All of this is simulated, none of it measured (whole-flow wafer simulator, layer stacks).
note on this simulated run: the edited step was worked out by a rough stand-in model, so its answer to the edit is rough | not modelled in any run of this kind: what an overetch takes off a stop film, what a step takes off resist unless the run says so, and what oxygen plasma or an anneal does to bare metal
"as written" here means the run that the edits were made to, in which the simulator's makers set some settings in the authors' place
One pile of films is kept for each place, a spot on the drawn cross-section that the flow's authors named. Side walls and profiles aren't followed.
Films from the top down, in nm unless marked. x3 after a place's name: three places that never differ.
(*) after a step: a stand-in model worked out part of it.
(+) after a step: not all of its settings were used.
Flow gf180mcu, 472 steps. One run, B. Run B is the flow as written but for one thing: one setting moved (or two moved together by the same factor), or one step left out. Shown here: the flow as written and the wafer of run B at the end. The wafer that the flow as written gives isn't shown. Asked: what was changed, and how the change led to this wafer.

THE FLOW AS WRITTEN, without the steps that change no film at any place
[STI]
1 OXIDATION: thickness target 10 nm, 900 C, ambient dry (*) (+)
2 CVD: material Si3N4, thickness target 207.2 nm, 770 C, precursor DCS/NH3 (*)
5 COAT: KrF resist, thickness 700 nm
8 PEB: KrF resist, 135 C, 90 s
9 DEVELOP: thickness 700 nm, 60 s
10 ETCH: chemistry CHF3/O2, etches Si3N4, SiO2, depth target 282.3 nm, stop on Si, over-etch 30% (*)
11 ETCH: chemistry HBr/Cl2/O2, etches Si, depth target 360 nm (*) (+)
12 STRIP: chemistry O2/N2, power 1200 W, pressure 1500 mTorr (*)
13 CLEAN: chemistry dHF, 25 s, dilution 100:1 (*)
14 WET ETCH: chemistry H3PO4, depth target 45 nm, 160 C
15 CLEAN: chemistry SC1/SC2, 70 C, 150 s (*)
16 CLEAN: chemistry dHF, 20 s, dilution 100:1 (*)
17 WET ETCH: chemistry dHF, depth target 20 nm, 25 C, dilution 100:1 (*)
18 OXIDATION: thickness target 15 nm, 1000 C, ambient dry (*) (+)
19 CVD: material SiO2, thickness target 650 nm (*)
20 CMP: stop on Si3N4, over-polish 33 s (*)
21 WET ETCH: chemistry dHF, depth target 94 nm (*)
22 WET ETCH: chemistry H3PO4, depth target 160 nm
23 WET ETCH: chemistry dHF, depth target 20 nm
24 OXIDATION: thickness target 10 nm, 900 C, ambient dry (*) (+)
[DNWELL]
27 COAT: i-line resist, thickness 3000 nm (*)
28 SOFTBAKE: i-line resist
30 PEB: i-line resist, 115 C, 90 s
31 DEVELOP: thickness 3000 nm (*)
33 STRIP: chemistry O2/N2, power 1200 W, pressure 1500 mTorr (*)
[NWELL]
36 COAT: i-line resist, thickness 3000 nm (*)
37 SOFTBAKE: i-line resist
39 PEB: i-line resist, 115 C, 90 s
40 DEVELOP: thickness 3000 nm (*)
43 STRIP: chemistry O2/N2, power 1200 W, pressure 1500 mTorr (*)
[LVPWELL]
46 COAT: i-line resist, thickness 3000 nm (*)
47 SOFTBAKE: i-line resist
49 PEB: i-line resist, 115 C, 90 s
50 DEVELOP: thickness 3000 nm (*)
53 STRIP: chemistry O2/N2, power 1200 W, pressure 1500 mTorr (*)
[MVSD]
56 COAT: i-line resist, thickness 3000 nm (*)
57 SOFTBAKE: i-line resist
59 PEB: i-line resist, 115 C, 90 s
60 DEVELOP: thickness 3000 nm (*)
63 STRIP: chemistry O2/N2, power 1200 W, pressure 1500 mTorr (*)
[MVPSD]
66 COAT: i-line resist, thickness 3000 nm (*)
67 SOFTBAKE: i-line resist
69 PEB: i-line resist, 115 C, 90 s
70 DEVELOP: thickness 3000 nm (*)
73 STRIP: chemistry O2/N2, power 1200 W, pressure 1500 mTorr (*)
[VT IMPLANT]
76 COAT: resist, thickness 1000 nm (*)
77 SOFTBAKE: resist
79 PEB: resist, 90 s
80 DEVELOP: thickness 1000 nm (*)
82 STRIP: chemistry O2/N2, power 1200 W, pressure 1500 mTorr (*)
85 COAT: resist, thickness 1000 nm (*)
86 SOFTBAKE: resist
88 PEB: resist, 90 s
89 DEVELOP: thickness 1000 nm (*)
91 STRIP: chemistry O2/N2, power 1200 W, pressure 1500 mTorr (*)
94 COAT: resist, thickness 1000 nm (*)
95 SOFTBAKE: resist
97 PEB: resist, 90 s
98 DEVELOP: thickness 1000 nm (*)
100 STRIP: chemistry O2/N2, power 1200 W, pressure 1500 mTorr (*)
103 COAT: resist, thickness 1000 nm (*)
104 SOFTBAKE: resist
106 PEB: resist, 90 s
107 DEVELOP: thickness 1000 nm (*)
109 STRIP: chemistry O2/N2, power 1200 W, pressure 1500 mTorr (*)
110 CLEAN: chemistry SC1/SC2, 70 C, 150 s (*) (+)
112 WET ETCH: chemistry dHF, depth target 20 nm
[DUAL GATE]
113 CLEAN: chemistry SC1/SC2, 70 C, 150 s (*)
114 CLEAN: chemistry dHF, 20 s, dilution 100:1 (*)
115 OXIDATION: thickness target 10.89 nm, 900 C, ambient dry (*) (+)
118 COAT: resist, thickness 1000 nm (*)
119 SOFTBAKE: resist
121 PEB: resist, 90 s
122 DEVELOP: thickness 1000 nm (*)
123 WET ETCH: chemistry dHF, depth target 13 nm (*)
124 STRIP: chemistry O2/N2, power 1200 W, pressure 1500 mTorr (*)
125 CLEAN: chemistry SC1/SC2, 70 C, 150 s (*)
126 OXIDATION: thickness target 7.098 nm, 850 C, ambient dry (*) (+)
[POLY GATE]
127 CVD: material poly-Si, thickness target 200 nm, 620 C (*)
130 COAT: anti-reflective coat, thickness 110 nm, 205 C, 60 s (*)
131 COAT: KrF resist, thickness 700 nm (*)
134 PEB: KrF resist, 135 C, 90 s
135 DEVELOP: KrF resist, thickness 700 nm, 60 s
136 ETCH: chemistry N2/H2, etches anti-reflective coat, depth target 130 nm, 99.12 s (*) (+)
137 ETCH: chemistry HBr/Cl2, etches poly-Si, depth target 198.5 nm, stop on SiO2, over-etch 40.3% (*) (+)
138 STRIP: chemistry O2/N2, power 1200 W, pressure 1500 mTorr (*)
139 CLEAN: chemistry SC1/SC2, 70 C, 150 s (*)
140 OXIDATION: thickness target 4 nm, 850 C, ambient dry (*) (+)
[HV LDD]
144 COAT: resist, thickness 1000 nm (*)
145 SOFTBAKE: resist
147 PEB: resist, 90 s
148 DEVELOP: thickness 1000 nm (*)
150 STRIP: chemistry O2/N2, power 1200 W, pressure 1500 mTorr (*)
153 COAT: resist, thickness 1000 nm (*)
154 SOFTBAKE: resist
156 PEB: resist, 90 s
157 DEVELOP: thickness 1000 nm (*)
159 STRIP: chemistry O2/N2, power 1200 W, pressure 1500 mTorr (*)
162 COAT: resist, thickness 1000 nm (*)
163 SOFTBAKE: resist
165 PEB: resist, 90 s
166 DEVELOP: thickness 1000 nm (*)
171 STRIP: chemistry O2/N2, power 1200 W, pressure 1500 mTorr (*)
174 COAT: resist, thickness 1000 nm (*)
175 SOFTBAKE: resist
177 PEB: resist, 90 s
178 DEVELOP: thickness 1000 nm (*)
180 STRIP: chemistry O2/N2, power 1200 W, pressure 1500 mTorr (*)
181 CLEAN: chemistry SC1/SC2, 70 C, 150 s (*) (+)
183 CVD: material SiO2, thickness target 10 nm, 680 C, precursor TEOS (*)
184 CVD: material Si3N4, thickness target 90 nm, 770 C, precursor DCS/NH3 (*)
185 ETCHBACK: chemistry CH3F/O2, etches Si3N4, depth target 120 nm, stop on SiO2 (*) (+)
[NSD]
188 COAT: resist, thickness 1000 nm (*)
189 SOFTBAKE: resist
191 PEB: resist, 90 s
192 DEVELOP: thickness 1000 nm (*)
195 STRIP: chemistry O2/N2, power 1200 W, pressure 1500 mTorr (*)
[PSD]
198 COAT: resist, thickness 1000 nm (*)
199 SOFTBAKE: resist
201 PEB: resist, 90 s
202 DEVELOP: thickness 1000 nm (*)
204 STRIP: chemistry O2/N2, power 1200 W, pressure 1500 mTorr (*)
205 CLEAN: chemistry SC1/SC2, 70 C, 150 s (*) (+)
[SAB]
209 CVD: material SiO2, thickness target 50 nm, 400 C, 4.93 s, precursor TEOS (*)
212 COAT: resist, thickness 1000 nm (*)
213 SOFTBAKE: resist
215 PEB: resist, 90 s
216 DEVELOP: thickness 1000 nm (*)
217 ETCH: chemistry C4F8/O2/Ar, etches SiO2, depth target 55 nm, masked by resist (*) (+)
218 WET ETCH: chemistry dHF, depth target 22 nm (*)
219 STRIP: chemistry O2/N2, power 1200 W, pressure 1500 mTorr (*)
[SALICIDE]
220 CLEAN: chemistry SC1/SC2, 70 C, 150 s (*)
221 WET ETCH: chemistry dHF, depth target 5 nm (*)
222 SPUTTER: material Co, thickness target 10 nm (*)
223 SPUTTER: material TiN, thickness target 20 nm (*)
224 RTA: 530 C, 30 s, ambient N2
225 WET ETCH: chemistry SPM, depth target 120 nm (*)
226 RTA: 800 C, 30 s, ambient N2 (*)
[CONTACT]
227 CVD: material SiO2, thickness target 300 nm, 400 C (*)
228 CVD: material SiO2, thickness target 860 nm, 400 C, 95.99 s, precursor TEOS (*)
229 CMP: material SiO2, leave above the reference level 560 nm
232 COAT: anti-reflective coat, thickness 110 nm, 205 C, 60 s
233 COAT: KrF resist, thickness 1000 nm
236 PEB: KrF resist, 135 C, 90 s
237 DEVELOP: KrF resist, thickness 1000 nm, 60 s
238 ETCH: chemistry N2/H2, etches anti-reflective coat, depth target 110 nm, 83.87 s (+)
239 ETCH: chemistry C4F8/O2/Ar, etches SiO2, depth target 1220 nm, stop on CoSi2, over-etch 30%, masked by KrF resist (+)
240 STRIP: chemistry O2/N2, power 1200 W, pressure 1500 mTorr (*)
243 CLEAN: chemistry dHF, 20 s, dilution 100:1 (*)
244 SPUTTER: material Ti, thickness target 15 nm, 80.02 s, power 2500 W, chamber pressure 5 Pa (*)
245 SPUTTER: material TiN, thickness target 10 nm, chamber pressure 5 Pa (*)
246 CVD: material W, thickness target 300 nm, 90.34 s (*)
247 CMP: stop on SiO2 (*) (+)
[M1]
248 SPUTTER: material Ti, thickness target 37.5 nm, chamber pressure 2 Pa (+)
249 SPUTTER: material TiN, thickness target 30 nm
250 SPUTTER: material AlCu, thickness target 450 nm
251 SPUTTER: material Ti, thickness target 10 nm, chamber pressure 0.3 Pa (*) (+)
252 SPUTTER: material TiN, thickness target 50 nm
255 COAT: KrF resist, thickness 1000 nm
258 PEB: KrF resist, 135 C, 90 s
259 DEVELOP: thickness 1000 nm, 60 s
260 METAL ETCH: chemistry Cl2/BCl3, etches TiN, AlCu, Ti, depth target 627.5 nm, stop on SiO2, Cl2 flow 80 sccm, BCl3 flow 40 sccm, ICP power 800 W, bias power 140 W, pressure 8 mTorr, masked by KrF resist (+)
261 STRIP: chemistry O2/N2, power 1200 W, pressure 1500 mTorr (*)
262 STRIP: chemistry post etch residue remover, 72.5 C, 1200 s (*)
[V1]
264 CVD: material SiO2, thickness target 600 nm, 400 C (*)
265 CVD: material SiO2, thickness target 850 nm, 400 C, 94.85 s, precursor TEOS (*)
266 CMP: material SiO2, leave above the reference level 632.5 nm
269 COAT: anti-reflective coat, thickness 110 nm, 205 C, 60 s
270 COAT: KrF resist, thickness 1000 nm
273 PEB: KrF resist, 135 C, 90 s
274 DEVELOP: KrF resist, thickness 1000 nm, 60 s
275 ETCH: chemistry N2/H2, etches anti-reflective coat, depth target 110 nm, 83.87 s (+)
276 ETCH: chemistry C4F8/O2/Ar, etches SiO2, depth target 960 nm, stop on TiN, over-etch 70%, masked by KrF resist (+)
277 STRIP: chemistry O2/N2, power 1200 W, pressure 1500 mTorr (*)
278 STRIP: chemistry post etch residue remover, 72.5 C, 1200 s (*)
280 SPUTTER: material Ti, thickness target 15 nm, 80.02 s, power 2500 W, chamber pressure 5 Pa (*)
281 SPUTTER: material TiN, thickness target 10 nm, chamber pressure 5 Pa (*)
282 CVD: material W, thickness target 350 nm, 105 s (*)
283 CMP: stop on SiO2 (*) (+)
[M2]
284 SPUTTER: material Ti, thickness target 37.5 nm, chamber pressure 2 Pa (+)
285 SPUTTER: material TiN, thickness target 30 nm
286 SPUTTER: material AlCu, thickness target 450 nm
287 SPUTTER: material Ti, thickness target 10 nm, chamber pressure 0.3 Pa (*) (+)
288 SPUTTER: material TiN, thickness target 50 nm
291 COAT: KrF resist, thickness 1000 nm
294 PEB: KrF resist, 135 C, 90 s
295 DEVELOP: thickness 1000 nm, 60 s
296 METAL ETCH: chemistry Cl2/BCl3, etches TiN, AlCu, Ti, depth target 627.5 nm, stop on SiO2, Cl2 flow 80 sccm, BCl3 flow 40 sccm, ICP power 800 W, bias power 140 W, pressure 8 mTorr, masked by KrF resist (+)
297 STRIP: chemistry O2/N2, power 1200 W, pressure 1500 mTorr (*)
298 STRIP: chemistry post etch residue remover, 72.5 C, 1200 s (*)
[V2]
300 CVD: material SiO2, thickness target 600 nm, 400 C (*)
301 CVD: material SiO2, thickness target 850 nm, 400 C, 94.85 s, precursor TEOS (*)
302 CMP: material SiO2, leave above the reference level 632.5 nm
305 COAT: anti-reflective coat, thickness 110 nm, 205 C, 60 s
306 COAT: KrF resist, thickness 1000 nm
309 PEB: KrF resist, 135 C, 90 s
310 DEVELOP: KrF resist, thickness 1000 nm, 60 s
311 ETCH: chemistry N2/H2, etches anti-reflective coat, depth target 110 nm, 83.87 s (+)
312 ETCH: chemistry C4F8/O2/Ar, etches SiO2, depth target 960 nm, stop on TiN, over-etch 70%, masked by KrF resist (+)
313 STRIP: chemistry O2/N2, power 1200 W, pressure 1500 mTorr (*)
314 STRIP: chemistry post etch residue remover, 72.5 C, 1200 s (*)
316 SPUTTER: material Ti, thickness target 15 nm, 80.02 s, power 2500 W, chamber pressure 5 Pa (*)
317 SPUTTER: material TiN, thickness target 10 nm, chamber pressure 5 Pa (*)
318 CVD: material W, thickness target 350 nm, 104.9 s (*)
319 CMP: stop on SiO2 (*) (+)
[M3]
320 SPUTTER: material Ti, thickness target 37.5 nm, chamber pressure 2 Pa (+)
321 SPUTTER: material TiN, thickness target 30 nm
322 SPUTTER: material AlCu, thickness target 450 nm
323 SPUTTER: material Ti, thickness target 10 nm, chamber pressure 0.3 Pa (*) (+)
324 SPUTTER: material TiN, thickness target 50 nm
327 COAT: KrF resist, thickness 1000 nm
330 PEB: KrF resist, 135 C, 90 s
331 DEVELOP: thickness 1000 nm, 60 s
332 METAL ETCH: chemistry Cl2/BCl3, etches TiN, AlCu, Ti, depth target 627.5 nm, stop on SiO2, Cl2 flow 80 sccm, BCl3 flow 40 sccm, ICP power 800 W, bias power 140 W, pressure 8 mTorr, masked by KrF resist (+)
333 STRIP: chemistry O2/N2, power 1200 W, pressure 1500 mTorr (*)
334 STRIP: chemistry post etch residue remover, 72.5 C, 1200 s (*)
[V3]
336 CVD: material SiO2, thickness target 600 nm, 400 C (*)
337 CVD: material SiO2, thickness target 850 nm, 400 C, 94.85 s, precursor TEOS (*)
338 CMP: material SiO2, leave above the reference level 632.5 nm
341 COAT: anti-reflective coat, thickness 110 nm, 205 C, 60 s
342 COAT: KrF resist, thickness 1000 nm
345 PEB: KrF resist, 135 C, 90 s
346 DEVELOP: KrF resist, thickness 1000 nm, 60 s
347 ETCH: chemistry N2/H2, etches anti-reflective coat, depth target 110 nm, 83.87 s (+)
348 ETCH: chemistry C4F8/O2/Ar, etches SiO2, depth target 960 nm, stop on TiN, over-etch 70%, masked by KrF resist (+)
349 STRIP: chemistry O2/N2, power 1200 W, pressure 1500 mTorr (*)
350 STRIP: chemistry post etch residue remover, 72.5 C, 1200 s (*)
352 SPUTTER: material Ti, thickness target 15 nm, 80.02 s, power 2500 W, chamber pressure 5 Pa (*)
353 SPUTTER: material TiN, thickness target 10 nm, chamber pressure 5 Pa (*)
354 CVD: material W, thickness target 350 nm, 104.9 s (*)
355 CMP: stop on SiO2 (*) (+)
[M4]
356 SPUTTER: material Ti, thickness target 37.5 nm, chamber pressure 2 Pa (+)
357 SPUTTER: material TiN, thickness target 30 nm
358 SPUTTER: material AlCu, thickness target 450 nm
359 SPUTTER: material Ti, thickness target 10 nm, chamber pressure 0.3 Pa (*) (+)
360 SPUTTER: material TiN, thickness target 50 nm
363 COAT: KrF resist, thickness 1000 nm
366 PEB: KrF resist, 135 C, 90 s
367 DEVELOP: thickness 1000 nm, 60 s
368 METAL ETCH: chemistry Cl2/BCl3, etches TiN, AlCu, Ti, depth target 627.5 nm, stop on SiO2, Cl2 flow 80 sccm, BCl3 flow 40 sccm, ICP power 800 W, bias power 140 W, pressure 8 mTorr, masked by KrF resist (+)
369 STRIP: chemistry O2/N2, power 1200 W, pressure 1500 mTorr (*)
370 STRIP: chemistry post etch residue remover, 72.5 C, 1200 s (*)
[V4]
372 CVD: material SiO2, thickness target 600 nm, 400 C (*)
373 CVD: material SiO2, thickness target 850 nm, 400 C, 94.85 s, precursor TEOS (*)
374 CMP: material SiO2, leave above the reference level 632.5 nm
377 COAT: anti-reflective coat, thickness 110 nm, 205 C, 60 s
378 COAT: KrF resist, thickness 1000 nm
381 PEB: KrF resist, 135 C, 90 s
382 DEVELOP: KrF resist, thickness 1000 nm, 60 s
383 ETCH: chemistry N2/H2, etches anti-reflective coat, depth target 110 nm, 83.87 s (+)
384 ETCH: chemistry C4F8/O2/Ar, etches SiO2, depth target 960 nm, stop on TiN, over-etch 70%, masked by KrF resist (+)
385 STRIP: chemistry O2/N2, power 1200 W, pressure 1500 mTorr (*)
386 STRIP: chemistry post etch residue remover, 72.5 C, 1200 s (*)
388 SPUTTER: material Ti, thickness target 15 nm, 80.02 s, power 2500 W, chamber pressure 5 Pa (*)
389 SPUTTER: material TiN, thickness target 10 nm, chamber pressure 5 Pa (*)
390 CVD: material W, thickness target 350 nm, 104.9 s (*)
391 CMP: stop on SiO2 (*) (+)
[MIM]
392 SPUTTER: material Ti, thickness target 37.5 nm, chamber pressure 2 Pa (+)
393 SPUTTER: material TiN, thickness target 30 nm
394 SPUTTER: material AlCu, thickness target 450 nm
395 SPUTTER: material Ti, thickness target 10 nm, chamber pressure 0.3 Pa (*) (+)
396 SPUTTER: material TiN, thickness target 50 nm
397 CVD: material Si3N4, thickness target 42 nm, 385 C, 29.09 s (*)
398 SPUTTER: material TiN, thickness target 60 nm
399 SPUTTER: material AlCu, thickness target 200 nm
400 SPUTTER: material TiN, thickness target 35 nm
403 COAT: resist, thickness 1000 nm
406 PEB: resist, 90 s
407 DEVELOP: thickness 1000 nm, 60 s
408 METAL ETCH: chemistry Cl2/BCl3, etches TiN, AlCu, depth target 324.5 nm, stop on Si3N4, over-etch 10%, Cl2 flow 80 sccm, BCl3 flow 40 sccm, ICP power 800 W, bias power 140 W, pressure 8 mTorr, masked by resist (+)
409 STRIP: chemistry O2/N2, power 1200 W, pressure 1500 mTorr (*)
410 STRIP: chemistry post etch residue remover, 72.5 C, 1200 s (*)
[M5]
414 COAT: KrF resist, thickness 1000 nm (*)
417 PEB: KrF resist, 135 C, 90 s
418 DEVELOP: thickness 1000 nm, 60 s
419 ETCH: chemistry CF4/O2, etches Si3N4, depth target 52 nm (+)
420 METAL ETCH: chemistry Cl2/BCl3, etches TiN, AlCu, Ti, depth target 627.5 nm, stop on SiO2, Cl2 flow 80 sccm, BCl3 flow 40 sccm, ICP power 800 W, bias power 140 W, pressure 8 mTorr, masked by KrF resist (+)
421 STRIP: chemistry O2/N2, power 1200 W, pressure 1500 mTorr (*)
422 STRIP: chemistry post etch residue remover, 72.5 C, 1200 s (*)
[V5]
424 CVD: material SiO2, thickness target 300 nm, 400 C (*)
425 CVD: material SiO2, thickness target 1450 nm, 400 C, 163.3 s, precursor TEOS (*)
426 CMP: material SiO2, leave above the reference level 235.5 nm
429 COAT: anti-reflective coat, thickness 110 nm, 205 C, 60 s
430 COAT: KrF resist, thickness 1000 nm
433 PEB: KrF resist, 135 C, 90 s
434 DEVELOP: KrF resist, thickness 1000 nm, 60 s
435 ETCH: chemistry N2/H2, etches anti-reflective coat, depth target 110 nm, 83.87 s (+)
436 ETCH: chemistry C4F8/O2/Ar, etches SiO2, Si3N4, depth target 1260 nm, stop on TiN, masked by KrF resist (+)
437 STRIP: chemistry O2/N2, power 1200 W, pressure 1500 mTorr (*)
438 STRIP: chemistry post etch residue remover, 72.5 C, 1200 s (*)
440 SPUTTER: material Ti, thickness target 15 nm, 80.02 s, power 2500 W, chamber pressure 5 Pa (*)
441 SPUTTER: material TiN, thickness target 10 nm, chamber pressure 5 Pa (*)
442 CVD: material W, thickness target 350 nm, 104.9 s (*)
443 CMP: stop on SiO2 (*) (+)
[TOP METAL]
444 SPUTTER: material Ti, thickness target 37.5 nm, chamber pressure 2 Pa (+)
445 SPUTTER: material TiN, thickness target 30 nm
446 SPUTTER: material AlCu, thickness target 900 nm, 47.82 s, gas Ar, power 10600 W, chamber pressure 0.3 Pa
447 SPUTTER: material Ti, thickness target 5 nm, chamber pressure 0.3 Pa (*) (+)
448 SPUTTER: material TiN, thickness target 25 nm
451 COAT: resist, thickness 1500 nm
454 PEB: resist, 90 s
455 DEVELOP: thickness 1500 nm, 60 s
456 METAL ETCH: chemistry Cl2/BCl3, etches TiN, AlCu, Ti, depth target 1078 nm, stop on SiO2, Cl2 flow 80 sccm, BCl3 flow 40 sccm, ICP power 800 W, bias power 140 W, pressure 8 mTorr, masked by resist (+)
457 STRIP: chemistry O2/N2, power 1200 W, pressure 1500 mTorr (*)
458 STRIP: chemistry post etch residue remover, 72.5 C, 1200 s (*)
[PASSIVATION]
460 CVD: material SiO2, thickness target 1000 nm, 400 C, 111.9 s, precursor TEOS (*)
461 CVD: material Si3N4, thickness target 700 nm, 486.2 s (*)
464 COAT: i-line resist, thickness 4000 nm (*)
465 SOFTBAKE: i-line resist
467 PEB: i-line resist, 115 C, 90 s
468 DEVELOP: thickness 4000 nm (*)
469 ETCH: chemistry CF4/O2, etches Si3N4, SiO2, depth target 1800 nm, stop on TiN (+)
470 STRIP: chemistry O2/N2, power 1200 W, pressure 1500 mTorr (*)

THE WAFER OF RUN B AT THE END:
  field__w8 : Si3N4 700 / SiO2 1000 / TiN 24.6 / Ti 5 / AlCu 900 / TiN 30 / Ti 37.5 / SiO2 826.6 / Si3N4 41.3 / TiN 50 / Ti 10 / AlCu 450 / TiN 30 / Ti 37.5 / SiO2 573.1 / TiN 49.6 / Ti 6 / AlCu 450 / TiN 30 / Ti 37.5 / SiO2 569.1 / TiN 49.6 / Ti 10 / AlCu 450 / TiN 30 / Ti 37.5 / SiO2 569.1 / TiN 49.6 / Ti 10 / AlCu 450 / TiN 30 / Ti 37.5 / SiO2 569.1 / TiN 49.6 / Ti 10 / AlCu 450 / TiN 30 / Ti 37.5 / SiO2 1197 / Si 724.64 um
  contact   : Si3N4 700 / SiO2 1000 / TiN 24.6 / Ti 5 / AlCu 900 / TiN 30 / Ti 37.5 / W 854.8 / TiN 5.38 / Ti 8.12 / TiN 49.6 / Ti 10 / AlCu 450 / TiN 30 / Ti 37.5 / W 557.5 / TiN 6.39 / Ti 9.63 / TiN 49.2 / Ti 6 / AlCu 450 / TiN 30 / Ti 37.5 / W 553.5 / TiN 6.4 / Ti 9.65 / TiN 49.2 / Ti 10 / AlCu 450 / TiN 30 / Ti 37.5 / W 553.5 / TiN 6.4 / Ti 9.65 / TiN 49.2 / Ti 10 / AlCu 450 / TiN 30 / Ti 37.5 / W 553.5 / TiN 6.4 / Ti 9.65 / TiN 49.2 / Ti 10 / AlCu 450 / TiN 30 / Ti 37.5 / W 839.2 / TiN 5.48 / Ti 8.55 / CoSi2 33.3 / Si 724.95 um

The cause: step 359, SPUTTER: thickness target 6 nm was run, where the flow has thickness target 10 nm.
It can be read off the wafer: field__w8 has Ti 6, and step 359 as written asks for 10 nm.

How the change led to this, step by step:
  359 SPUTTER: material Ti, thickness target 10 nm, chamber pressure 0.3 Pa (*) (+)
      field, field__w1, field__w2 and 108 more: Ti +6 (new film) (as written it would be: Ti +10 (new film))
  368 METAL ETCH: chemistry Cl2/BCl3, etches TiN, AlCu, Ti, depth target 627.5 nm, stop on SiO2, Cl2 flow 80 sccm, BCl3 flow 40 sccm, ICP power 800 W, bias power 140 W, pressure 8 mTorr, masked by KrF resist (+)
      field, field__w1, field__w2 and 103 more: TiN -50 (all of it), Ti -6 (all of it), AlCu -450 (all of it), TiN -30 (all of it), Ti -37.5 (all of it) (as written it would be: TiN -50 (all of it), Ti -10 (all of it), AlCu -450 (all of it), TiN -30 (all of it), Ti -37.5 (all of it))
